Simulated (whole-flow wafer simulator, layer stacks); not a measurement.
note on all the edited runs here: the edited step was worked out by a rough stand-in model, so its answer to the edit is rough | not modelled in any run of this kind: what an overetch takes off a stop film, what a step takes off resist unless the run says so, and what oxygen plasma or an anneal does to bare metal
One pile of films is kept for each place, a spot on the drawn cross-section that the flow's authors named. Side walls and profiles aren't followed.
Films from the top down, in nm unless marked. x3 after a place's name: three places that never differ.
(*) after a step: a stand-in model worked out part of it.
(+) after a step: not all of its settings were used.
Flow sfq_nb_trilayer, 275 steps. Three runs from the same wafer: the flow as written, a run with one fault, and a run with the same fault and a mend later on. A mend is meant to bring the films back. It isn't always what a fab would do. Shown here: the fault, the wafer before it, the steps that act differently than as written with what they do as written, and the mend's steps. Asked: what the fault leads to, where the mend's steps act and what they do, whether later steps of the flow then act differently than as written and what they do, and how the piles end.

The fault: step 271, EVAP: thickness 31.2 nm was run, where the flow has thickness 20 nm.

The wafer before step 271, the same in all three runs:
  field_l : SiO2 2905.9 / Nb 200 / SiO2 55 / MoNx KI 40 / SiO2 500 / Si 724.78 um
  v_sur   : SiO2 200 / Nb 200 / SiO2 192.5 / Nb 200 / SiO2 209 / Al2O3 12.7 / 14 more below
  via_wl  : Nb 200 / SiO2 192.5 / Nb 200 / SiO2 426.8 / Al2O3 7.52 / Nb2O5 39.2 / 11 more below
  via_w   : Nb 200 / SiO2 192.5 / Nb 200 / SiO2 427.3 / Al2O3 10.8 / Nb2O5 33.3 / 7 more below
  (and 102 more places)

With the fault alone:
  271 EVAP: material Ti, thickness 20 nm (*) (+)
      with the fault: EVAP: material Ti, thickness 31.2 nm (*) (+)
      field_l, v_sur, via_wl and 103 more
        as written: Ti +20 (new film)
        with the fault: Ti +31.2 (new film)
  Later steps of the flow that act differently than as written:
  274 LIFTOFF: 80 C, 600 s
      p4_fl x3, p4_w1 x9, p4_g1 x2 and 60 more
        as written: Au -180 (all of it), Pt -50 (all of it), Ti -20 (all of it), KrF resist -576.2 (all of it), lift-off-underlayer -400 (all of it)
        with the fault: Au -180 (all of it), Pt -50 (all of it), Ti -31.2 (all of it), KrF resist -576.2 (all of it), lift-off-underlayer -400 (all of it)
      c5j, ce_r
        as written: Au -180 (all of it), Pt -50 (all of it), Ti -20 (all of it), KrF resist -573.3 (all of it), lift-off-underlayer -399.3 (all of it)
        with the fault: Au -180 (all of it), Pt -50 (all of it), Ti -31.2 (all of it), KrF resist -573.3 (all of it), lift-off-underlayer -399.3 (all of it)
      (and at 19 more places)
  At the end the piles differ from the flow's by more than 2% or 0.5 nm, whichever is larger, at field_l, v_sur, via_wl and 8 more.
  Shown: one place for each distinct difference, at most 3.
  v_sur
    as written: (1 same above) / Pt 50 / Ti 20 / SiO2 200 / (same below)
    with the fault: (1 same above) / Pt 50 / Ti 31.2 / SiO2 200 / (same below)
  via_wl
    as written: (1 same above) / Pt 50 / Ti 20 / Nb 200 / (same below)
    with the fault: (1 same above) / Pt 50 / Ti 31.2 / Nb 200 / (same below)
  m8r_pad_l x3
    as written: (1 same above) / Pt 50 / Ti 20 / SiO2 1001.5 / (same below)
    with the fault: (1 same above) / Pt 50 / Ti 31.2 / SiO2 1001.5 / (same below)

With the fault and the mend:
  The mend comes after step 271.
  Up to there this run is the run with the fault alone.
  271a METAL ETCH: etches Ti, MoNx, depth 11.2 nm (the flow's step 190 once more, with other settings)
      field_l, v_sur, via_wl and 103 more
        Ti -11.2
  No later step of the flow acts differently than as written at any place that is followed.
  At the end the piles are the same as the flow's at every place that both follow.
